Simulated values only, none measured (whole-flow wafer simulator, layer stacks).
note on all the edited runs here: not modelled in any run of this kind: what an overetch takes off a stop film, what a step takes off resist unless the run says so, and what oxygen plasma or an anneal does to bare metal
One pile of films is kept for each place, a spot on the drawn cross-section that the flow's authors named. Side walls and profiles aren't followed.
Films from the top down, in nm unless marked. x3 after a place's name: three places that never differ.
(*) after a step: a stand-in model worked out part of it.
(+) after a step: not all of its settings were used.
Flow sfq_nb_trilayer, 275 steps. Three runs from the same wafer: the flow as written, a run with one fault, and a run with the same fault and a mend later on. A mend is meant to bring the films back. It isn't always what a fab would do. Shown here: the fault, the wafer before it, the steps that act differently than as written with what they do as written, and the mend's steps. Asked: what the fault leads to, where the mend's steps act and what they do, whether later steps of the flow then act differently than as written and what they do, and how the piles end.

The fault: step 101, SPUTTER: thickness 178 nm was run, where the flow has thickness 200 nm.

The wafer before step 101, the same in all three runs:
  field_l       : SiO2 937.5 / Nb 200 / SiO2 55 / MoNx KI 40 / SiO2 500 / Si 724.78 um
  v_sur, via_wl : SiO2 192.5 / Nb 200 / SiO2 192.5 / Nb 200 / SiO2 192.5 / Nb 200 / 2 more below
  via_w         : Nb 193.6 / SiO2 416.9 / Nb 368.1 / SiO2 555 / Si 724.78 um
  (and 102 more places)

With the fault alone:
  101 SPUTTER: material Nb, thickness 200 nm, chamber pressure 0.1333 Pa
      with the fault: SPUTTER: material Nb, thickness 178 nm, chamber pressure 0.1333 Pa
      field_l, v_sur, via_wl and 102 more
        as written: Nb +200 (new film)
        with the fault: Nb +178 (new film)
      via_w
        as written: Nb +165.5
        with the fault: Nb +147.2
  Later steps of the flow that act differently than as written (3 more steps differ only slightly, by at most 2% or 0.5 nm, whichever is larger, and aren't shown):
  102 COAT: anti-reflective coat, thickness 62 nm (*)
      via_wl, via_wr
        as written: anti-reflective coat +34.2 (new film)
        with the fault: anti-reflective coat +33.3 (new film)
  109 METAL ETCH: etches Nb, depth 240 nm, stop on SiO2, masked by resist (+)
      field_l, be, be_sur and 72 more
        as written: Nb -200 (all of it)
        with the fault: Nb -178 (all of it)
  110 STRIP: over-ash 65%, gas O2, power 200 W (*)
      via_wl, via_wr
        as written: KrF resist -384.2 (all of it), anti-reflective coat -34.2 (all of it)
        with the fault: KrF resist -385.2 (all of it), anti-reflective coat -33.3 (all of it)
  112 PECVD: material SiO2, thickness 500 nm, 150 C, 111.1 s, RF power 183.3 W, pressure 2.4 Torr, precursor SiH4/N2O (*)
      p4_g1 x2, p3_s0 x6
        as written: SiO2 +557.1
        with the fault: SiO2 +535.1
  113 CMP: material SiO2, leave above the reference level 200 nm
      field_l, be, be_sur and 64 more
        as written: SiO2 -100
        with the fault: SiO2 -122
  At the end the piles differ from the flow's by more than 2% or 0.5 nm, whichever is larger, at v_sur, via_wl, via_w and 29 more.
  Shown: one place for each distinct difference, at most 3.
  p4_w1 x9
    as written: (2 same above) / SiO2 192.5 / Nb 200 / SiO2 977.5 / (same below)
    with the fault: (2 same above) / SiO2 192.5 / Nb 178 / SiO2 977.5 / (same below)
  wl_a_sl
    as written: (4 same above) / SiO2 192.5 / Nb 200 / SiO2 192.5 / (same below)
    with the fault: (4 same above) / SiO2 192.5 / Nb 178 / SiO2 192.5 / (same below)
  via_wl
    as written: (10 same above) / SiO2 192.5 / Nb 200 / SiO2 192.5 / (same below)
    with the fault: (10 same above) / SiO2 192.5 / Nb 178 / SiO2 192.5 / (same below)

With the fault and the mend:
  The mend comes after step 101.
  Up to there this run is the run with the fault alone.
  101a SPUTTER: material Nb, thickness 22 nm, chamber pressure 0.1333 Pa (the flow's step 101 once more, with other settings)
      field_l, v_sur, via_wl and 102 more
        Nb +22
      via_w
        Nb +16.6
  No later step of the flow acts differently than as written, at any place that is followed, by more than 2% or 0.5 nm, whichever is larger.
  At the end the piles differ from the flow's only slightly at the places that both follow, by at most 2% or 0.5 nm, whichever is larger.
